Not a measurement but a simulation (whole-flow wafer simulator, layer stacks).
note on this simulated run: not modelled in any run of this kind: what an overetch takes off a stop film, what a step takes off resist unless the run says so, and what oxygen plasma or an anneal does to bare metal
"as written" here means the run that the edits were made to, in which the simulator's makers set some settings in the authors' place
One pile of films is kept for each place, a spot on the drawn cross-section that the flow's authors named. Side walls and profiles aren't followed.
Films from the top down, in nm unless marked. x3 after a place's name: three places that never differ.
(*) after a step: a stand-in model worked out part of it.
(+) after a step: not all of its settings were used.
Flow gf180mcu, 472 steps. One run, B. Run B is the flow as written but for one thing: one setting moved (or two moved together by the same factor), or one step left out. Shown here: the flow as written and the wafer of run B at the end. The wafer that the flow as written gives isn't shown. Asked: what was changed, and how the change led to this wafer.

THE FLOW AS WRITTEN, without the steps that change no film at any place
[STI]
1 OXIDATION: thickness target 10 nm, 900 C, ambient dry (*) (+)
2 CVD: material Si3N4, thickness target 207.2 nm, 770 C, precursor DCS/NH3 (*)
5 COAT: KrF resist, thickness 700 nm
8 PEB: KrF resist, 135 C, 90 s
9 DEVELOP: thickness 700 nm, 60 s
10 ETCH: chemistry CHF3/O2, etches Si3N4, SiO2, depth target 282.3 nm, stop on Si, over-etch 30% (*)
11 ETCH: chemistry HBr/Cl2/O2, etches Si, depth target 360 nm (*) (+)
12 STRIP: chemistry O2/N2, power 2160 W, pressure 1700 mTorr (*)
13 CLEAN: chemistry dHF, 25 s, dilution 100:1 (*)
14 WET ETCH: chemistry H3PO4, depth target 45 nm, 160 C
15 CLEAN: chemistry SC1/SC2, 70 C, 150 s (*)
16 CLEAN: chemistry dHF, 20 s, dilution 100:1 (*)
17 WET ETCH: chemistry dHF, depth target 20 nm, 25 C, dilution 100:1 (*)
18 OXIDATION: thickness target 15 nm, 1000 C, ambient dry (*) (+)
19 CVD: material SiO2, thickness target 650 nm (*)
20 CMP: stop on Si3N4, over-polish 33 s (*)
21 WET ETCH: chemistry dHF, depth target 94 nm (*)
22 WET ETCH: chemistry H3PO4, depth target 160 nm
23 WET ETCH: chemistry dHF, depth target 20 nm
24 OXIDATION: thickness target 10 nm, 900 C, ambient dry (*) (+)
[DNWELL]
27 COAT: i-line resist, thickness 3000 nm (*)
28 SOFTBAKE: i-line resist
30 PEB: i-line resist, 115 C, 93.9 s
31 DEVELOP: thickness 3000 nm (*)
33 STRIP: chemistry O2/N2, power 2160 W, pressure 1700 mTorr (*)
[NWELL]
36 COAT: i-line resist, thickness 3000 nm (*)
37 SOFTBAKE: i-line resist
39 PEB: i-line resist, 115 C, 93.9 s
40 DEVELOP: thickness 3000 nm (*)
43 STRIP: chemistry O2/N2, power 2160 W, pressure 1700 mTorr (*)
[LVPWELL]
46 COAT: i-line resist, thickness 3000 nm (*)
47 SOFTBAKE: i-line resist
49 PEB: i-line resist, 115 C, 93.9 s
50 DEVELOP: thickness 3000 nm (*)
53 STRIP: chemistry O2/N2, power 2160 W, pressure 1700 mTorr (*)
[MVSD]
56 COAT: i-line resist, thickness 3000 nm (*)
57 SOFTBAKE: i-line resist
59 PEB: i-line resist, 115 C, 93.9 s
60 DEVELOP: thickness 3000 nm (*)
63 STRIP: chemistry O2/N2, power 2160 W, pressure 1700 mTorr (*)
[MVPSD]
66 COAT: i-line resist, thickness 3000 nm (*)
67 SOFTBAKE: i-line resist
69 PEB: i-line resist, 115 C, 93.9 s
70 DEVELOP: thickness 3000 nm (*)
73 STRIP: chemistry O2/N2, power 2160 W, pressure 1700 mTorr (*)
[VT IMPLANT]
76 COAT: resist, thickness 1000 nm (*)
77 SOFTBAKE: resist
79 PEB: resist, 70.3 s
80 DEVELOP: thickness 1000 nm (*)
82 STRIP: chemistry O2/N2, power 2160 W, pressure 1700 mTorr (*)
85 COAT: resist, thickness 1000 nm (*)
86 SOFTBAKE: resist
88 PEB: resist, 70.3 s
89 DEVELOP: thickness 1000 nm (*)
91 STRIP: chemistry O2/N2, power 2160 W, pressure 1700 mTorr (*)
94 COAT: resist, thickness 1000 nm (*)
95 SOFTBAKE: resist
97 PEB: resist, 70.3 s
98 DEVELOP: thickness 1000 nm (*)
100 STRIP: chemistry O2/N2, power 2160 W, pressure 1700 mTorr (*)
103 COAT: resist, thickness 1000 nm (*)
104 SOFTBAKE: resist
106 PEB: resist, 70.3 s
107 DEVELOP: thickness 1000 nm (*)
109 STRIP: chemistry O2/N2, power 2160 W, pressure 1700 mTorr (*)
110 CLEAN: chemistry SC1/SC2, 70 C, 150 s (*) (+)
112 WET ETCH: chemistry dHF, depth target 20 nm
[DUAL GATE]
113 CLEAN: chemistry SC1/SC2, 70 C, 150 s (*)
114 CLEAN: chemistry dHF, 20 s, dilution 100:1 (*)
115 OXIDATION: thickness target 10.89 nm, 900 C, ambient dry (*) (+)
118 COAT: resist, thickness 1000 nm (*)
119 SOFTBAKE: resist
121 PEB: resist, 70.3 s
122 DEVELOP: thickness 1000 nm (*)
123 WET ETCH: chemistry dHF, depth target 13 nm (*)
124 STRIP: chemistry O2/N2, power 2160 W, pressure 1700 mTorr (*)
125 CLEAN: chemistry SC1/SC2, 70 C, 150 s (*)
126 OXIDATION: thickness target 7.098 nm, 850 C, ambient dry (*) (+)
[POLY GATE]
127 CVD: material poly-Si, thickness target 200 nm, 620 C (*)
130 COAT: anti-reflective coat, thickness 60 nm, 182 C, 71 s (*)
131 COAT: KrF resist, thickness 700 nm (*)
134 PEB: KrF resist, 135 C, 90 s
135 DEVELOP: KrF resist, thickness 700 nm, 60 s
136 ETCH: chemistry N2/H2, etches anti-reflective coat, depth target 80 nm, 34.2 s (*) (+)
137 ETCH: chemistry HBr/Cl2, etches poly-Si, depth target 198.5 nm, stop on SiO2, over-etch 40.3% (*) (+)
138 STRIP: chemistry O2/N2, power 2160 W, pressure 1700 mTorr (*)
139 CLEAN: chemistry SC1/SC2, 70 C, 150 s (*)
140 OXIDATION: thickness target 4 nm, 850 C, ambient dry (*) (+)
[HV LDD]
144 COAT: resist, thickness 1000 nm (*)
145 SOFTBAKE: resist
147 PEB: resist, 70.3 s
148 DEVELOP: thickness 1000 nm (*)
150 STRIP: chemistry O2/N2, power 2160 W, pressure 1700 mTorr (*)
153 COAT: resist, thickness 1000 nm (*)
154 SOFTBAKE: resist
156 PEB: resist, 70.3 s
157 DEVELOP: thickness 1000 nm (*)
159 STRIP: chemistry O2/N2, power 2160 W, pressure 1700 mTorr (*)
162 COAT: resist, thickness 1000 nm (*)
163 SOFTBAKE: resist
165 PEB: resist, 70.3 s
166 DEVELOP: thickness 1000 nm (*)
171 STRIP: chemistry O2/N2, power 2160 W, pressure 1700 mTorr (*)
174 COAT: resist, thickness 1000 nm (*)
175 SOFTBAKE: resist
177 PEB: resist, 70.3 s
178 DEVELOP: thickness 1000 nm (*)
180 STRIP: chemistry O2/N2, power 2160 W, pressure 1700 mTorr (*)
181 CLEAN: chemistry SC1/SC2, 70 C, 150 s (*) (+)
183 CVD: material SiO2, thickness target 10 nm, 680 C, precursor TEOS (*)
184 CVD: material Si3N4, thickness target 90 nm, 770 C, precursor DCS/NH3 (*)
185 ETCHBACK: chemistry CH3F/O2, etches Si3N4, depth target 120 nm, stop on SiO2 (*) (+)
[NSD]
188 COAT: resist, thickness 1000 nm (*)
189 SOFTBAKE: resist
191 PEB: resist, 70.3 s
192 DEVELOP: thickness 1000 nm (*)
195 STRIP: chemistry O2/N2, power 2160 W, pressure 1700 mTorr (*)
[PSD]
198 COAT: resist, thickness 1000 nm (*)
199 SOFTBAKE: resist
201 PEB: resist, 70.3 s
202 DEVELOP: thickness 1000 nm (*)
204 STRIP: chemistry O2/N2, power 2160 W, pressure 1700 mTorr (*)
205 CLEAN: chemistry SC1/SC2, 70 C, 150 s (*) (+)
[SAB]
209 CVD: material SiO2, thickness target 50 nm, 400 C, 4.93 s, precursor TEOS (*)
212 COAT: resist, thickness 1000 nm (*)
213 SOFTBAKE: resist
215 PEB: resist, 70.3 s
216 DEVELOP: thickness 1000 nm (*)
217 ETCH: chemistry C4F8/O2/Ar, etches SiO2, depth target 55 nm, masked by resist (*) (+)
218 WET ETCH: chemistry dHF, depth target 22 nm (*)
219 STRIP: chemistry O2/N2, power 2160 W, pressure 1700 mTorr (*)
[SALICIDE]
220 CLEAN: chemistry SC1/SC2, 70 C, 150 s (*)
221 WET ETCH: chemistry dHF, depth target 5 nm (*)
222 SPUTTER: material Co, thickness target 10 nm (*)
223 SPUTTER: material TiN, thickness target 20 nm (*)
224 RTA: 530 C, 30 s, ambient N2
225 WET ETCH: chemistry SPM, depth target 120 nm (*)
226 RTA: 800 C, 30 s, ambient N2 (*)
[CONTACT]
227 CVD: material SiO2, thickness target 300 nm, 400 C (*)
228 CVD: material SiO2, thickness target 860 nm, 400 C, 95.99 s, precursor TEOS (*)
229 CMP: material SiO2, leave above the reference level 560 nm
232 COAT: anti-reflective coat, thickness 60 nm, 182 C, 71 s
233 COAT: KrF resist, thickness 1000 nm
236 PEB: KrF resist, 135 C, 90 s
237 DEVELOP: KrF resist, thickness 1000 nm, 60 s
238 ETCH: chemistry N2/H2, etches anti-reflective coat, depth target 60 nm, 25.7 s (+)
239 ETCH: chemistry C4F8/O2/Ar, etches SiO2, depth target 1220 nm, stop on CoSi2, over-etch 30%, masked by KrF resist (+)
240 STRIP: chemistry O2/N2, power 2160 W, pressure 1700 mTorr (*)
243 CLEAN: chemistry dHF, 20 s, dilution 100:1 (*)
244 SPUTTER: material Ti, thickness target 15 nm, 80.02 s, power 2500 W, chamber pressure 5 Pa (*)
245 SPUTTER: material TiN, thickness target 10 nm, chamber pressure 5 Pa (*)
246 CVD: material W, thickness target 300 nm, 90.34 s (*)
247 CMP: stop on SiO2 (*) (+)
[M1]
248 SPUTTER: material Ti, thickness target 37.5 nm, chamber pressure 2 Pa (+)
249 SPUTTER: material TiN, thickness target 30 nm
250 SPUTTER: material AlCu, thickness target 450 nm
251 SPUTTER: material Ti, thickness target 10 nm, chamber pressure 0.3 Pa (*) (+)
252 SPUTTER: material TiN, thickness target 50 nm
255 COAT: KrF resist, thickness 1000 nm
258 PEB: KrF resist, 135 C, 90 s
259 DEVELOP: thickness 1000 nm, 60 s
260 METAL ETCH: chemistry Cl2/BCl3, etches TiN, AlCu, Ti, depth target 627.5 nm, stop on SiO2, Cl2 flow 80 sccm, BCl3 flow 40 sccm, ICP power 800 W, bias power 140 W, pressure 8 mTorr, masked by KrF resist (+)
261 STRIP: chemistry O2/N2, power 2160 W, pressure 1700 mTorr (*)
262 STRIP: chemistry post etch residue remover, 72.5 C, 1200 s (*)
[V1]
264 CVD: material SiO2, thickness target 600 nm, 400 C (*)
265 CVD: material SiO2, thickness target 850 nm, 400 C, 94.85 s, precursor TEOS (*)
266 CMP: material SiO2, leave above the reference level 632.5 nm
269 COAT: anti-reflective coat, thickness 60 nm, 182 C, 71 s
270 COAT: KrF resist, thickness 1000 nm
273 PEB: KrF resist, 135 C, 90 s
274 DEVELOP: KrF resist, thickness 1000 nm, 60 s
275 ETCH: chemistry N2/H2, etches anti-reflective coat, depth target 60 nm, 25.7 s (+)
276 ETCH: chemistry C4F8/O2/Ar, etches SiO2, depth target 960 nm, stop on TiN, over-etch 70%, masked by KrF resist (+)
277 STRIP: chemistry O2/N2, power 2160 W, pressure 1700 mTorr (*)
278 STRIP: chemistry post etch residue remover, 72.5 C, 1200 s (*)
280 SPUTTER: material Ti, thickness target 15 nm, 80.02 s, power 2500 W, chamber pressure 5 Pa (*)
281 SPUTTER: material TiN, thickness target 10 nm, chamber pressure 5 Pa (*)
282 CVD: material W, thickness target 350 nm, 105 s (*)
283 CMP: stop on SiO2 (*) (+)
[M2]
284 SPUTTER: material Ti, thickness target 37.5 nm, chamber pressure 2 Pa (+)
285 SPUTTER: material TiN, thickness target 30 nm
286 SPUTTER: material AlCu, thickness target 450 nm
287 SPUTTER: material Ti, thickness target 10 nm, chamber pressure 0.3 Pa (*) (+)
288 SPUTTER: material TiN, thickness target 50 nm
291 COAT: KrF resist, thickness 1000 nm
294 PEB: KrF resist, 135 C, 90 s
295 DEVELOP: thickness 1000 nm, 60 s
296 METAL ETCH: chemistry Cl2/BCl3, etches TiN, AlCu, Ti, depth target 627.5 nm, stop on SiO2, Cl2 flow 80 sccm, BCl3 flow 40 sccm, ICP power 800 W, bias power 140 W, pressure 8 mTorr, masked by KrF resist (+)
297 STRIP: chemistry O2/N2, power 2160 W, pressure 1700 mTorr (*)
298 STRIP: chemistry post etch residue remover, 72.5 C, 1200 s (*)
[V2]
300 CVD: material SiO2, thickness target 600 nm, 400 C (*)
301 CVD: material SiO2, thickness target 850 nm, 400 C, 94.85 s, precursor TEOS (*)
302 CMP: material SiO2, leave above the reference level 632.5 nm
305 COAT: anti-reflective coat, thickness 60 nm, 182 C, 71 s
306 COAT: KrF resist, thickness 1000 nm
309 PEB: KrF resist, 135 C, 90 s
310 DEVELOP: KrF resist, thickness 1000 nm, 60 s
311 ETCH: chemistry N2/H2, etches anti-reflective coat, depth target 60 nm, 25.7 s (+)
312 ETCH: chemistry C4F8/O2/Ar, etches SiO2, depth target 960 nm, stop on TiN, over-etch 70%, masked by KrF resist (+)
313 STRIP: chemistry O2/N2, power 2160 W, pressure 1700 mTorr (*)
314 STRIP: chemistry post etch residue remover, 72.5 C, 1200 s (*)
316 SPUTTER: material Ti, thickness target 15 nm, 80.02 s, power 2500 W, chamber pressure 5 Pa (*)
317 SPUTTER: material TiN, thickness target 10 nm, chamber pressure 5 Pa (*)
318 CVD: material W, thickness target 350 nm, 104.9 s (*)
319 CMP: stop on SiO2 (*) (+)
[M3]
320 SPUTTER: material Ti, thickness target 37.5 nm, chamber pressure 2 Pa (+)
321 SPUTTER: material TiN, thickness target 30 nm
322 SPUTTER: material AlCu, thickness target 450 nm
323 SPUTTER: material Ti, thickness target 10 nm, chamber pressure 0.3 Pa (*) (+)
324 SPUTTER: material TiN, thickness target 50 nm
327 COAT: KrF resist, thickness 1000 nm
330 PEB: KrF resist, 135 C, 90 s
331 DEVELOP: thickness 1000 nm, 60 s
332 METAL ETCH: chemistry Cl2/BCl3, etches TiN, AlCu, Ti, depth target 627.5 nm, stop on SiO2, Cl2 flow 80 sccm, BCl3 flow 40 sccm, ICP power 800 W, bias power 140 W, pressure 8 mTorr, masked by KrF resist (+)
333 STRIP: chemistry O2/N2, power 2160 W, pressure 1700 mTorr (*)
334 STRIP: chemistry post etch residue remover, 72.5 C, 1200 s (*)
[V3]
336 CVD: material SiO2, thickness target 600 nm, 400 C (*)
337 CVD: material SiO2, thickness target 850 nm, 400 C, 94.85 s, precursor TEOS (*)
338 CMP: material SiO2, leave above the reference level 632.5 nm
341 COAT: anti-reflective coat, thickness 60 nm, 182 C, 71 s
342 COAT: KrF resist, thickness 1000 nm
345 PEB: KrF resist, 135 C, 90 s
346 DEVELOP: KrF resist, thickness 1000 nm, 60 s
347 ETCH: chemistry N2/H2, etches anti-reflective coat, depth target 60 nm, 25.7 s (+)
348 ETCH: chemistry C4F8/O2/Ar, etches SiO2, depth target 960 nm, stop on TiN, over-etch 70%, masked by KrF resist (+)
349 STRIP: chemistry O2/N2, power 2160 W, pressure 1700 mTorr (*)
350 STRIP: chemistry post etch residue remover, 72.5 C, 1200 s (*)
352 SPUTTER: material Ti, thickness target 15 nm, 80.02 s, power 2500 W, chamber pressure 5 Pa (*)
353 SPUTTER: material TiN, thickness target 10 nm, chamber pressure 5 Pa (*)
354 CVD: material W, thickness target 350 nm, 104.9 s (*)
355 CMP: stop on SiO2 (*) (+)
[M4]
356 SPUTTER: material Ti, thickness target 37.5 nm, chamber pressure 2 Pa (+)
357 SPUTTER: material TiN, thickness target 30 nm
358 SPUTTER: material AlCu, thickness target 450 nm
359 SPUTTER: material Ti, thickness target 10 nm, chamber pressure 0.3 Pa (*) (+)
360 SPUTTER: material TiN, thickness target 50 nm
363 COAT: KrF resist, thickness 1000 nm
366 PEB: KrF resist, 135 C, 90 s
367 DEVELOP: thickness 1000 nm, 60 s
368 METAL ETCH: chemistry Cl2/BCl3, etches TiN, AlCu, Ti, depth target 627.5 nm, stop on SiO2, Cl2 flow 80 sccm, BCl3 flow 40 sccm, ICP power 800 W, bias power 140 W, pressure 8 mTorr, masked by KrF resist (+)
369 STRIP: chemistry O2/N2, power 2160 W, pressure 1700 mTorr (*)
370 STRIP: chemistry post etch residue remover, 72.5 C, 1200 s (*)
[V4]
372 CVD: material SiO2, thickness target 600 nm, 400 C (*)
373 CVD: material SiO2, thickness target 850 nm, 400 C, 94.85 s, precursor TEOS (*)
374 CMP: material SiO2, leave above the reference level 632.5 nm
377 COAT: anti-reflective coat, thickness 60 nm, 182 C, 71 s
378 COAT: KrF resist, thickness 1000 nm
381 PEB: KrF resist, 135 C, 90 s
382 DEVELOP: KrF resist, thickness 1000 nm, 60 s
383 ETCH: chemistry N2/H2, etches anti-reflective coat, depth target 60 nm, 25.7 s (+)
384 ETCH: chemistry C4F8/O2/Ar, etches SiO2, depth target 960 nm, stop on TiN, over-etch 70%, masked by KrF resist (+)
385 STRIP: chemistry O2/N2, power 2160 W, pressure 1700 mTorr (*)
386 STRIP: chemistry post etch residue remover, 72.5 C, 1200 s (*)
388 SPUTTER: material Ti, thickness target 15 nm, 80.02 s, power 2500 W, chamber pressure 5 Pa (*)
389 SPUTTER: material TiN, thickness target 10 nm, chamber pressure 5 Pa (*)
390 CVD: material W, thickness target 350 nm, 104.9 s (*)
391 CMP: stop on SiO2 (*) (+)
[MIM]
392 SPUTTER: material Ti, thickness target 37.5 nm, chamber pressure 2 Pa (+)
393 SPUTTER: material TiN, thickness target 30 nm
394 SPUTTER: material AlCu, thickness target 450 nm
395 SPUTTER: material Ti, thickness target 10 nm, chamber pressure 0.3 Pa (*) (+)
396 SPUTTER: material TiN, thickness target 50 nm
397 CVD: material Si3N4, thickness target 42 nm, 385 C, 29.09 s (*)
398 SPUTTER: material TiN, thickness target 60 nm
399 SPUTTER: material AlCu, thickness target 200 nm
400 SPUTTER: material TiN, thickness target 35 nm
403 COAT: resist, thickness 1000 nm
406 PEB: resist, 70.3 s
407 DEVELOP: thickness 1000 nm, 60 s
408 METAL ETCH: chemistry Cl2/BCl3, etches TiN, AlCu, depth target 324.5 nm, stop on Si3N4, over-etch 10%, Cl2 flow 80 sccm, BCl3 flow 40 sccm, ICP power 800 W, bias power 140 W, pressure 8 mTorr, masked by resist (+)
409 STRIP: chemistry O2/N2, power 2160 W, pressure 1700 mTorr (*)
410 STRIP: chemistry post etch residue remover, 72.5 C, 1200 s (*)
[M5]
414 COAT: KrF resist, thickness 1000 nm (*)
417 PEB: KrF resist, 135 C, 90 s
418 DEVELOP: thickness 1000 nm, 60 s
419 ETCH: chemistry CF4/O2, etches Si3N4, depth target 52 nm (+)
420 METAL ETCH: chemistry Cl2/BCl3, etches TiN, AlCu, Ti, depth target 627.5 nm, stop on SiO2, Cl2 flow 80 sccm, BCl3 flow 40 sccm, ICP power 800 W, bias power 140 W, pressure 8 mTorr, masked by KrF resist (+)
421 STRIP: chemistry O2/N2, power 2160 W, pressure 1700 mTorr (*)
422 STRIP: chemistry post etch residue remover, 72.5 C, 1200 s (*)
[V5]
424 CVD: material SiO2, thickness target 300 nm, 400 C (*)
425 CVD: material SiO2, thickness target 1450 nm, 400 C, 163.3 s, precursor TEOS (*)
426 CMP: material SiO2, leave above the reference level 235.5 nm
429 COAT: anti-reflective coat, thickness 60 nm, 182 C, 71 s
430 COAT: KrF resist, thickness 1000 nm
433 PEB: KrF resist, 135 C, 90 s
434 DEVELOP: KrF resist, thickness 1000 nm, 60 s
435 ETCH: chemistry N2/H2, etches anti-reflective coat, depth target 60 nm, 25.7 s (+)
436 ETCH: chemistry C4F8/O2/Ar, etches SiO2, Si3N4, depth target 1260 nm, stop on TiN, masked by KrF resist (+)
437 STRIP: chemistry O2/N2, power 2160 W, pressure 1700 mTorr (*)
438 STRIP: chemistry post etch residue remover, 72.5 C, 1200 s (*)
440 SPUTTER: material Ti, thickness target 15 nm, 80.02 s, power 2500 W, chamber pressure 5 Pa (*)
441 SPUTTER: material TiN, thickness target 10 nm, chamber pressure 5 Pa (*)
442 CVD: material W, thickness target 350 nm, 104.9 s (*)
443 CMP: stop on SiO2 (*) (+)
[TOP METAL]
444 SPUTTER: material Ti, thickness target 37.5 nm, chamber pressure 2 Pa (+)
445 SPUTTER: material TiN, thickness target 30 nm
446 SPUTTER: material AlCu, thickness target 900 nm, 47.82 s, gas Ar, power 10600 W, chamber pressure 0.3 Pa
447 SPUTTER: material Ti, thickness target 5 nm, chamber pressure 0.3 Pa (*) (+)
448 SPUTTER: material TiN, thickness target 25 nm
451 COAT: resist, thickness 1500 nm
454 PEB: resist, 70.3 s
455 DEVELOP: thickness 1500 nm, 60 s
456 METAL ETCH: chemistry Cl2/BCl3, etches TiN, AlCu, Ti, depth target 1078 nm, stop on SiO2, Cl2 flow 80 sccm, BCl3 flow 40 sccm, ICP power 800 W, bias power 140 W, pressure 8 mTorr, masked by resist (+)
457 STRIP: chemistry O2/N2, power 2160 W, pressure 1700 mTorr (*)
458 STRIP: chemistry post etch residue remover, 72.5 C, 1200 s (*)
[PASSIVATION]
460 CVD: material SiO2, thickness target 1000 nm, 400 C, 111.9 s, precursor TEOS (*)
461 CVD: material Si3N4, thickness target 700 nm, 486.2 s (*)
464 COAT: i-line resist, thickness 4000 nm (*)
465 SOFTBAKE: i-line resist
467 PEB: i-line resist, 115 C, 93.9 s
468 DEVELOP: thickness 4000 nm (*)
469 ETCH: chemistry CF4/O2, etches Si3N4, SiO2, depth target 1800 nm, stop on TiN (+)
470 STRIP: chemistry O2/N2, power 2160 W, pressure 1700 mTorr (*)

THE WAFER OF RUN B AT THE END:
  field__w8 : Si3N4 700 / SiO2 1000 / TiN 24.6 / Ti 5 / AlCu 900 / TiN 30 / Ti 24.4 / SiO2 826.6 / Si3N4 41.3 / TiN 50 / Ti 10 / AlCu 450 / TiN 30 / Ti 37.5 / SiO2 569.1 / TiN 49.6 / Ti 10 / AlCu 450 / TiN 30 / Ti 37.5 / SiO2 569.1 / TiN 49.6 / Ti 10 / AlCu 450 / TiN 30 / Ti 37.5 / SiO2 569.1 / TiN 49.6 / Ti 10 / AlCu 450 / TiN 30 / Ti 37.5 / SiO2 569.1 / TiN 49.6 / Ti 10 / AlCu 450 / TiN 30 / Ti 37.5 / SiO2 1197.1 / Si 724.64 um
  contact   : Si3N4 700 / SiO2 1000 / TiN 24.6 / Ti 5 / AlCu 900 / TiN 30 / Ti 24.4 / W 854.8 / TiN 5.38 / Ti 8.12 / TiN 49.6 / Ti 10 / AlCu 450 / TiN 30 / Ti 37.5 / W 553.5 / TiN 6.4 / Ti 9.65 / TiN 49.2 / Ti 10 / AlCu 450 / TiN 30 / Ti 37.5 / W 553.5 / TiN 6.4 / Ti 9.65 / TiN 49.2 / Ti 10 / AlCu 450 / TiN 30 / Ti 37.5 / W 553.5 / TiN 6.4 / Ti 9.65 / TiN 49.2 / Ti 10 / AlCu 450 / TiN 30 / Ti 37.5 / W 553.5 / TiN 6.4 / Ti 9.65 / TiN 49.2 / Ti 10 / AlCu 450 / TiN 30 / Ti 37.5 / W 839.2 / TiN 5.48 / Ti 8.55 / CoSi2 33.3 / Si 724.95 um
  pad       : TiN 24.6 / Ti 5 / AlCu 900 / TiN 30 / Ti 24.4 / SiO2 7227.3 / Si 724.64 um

The cause: step 444, SPUTTER: thickness target 24.4 nm was run, where the flow has thickness target 37.5 nm.
It can be read off the wafer: field__w8 has Ti 24.4, and step 444 as written asks for 37.5 nm.

How the change led to this, step by step:
  444 SPUTTER: material Ti, thickness target 37.5 nm, chamber pressure 2 Pa (+)
      field, field__w1, field__w2 and 109 more: Ti +24.4 (new film) (as written it would be: Ti +37.5 (new film))
  456 METAL ETCH: chemistry Cl2/BCl3, etches TiN, AlCu, Ti, depth target 1078 nm, stop on SiO2, Cl2 flow 80 sccm, BCl3 flow 40 sccm, ICP power 800 W, bias power 140 W, pressure 8 mTorr, masked by resist (+)
      field, field__w1, field__w2 and 103 more: TiN -25 (all of it), Ti -5 (all of it), AlCu -900 (all of it), TiN -30 (all of it), Ti -24.4 (all of it) (as written it would be: TiN -25 (all of it), Ti -5 (all of it), AlCu -900 (all of it), TiN -30 (all of it), Ti -37.5 (all of it))
  465 SOFTBAKE: i-line resist
      field__w2: i-line resist +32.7 (as written it would be: i-line resist +33.4)
      field__w3: i-line resist +32.9 (as written it would be: i-line resist +33.6)
      (and at 4 more places)
